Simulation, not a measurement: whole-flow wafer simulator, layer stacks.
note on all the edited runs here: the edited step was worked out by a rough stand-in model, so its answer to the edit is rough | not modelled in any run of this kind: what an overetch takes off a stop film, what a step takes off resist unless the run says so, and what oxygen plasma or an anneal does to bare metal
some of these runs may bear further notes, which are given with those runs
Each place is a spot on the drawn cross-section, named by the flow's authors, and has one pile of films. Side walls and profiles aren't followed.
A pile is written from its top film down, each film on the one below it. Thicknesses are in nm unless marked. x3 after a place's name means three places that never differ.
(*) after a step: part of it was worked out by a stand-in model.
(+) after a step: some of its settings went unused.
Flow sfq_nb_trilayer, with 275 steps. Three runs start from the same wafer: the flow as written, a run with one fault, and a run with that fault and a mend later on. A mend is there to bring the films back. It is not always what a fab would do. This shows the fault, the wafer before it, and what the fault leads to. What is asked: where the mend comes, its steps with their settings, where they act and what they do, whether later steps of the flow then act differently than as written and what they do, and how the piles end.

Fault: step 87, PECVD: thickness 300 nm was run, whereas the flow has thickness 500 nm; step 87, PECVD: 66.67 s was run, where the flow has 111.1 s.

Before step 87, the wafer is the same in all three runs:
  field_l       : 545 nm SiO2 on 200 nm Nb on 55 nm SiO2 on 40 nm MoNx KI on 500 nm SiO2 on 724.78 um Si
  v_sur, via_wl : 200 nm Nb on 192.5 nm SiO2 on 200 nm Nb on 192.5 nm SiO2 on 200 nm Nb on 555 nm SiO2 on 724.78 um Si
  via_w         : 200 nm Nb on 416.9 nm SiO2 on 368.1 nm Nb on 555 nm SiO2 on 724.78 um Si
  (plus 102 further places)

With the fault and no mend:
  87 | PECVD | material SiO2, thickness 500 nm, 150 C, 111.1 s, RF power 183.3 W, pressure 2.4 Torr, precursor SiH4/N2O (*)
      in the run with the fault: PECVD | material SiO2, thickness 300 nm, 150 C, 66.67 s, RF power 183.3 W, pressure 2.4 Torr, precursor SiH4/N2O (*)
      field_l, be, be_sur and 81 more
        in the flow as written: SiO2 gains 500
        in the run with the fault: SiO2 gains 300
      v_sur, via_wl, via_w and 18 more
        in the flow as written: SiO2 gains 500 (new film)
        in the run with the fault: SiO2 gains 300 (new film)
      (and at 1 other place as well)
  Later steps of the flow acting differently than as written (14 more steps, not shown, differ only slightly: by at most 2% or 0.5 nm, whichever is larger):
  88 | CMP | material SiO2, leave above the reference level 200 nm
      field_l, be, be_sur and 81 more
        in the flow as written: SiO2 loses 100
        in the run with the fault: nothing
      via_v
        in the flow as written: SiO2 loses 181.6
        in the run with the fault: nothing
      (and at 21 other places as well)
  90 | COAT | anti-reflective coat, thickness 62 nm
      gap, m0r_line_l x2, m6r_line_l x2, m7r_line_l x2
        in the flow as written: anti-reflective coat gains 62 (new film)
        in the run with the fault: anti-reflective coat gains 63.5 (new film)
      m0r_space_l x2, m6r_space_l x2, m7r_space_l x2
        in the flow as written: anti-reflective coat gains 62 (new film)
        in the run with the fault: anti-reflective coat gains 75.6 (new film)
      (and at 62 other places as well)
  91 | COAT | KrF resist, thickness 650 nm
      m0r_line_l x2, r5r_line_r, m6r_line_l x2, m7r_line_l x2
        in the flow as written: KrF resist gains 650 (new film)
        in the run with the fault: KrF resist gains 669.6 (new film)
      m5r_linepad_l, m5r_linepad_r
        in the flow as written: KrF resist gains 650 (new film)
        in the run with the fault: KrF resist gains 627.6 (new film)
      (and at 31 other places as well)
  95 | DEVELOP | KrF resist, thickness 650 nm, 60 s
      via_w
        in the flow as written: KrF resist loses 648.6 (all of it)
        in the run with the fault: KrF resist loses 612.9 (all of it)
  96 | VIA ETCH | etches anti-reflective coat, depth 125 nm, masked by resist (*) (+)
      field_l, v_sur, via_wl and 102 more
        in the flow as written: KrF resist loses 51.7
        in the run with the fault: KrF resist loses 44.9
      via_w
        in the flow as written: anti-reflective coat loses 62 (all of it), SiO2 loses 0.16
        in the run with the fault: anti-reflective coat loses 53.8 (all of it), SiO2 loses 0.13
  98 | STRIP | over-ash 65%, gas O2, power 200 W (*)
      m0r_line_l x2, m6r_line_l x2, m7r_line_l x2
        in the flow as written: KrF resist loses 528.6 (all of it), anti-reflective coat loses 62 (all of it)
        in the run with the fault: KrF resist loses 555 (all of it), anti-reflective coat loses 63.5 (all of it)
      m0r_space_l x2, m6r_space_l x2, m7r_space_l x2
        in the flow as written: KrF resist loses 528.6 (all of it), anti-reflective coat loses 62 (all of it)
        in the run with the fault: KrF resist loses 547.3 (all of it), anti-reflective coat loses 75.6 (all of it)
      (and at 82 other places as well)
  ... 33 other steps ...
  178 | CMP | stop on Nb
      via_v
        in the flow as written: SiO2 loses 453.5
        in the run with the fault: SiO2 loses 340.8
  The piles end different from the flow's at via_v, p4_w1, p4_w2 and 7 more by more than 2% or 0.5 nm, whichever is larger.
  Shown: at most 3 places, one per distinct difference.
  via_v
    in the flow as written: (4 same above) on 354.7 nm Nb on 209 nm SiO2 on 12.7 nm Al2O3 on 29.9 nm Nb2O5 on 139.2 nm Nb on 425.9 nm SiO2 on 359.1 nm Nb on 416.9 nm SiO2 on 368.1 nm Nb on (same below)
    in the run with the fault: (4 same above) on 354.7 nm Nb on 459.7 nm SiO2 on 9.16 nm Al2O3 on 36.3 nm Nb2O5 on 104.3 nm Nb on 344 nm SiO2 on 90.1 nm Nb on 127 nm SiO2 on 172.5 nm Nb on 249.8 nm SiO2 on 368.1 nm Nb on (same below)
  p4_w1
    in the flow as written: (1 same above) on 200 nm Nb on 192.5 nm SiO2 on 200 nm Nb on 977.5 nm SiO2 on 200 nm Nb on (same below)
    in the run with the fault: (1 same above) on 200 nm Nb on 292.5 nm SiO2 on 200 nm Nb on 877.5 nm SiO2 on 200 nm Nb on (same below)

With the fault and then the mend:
  The mend stands after step 87.
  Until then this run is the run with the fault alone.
  87a | PECVD | material SiO2, thickness 200 nm, 150 C, 44.44 s, RF power 183.3 W, pressure 2.4 Torr, precursor SiH4/N2O (*) (the flow's step 87 again, with other settings)
      field_l, v_sur, via_wl and 102 more
        SiO2 gains 200
      via_v
        SiO2 gains 178.2
  Later steps of the flow acting differently than as written:
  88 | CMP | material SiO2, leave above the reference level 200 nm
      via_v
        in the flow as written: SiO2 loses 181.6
        in the run with the mend: SiO2 loses 11.1
  By the end, the piles equal the flow's at every place that both follow.
